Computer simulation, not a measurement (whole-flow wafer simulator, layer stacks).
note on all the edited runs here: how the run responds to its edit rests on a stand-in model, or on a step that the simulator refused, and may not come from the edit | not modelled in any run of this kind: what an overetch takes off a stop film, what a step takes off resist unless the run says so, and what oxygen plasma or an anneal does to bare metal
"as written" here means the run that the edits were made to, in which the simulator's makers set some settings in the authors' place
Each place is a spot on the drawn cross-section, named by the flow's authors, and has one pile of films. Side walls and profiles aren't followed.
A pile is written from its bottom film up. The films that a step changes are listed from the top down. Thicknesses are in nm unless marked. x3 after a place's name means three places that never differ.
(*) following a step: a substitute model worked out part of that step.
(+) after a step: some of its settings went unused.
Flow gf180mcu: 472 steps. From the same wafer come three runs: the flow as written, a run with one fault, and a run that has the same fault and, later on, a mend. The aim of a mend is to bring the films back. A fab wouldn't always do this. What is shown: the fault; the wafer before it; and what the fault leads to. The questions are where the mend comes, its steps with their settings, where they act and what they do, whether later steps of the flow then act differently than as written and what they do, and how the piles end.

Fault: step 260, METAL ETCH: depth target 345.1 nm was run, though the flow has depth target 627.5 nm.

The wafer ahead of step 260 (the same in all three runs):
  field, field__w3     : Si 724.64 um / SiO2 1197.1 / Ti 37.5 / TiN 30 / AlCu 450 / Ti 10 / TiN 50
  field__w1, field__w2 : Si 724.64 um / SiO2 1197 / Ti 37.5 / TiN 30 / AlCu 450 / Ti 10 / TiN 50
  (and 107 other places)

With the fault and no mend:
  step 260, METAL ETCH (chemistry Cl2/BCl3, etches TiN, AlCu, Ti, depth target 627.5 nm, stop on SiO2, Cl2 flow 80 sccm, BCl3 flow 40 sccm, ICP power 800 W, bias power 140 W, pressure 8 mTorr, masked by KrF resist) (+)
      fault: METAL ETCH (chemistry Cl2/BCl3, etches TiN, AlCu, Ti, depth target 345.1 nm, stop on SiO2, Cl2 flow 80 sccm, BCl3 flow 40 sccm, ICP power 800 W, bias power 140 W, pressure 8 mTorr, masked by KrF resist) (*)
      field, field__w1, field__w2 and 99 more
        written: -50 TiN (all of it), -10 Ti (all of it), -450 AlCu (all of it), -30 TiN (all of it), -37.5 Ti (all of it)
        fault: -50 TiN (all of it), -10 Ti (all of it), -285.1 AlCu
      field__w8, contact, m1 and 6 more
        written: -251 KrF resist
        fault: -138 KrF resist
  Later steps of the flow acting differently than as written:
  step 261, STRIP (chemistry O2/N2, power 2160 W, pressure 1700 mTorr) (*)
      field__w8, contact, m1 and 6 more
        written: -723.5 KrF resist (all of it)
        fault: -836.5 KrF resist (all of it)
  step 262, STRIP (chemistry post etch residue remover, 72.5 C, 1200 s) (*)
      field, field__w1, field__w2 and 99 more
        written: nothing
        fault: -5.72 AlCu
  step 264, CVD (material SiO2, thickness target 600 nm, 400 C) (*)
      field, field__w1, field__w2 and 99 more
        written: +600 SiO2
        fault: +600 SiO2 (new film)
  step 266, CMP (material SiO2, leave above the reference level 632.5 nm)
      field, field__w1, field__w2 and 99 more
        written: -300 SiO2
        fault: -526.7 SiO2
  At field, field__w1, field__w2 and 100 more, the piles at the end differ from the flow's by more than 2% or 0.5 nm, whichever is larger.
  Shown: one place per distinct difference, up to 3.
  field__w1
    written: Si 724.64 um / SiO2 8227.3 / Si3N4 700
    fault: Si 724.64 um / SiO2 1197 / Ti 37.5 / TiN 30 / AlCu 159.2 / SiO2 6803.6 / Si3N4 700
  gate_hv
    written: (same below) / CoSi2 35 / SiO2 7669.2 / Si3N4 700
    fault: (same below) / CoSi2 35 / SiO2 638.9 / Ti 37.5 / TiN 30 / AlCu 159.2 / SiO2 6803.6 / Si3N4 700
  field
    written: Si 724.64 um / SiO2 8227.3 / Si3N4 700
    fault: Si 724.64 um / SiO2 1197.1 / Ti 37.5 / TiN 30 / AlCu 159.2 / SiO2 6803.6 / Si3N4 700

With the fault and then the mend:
  The mend stands after step 262.
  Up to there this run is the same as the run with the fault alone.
  step 262a, DEHYDRATE (200 C, 60 s) (a further turn of the flow's step 253)
      does not change any film at any place that is followed
  step 262b, HMDS (120 C, 60 s) (a further turn of the flow's step 254)
      does not change any film at any place that is followed
  step 262c, COAT (KrF resist, thickness 1000 nm) (*) (a further turn of the flow's step 255)
      iso_ptap_pw, iso_ntap_nw, iso_nw_fld and 33 more
        +1000 KrF resist (new film)
      field_sub__w2, field_sub__w4, active and 12 more
        +1002.2 KrF resist (new film)
      p_well, sti, gate and 7 more
        +1002.4 KrF resist (new film)
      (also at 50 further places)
  step 262d, SOFTBAKE (KrF resist) (a further turn of the flow's step 256)
      does not change any film at any place that is followed
  step 262e, EXPOSE (photomask Metal1) (a further turn of the flow's step 257)
      does not change any film at any place that is followed
  step 262f, PEB (KrF resist, 135 C, 90 s) (a further turn of the flow's step 258)
      field__w1, field__w2, field__w3 and 57 more
        -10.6 KrF resist
      iso_ptap_pw, iso_ntap_nw, iso_nw_fld and 33 more
        -10.5 KrF resist
      sd_p, gate_p, nw_sep_fld
        -10.7 KrF resist
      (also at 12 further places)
  step 262g, DEVELOP (thickness 1000 nm, 60 s) (a further turn of the flow's step 259)
      iso_ptap_pw, iso_ntap_nw, iso_nw_fld and 33 more
        -989.5 KrF resist (all of it)
      field__w6, field__w10, field_sub__w2 and 10 more
        -991.6 KrF resist (all of it)
      field__w5, field__w9, field_sub__w1 and 9 more
        -991.7 KrF resist (all of it)
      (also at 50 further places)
  step 262h, METAL ETCH (chemistry Cl2/BCl3, etches TiN, AlCu, Ti, depth target 282.4 nm, stop on SiO2, Cl2 flow 80 sccm, BCl3 flow 40 sccm, ICP power 800 W, bias power 140 W, pressure 8 mTorr, masked by KrF resist) (+) (a further turn of the flow's step 260, with different settings)
      field, field__w1, field__w2 and 99 more
        -159.2 AlCu (all of it), -30 TiN (all of it), -37.5 Ti (all of it)
      field__w8, contact, m1 and 6 more
        -113 KrF resist
  step 262i, STRIP (chemistry O2/N2, power 2160 W, pressure 1700 mTorr) (*) (a further turn of the flow's step 261)
      field__w8, m1
        -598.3 KrF resist (all of it)
      contact
        -596.4 KrF resist (all of it)
      m1__w1
        -607.3 KrF resist (all of it)
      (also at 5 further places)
  step 262j, STRIP (chemistry post etch residue remover, 72.5 C, 1200 s) (*) (a further turn of the flow's step 262)
      field__w8, contact, m1 and 6 more
        -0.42 TiN
  None of the later steps of the flow differs from how it acts as written, at any place that is followed, by more than 2% or 0.5 nm, whichever is larger.
  At the end the piles are close to the flow's at the places that both follow, differing by at most 2% or 0.5 nm, whichever is larger.
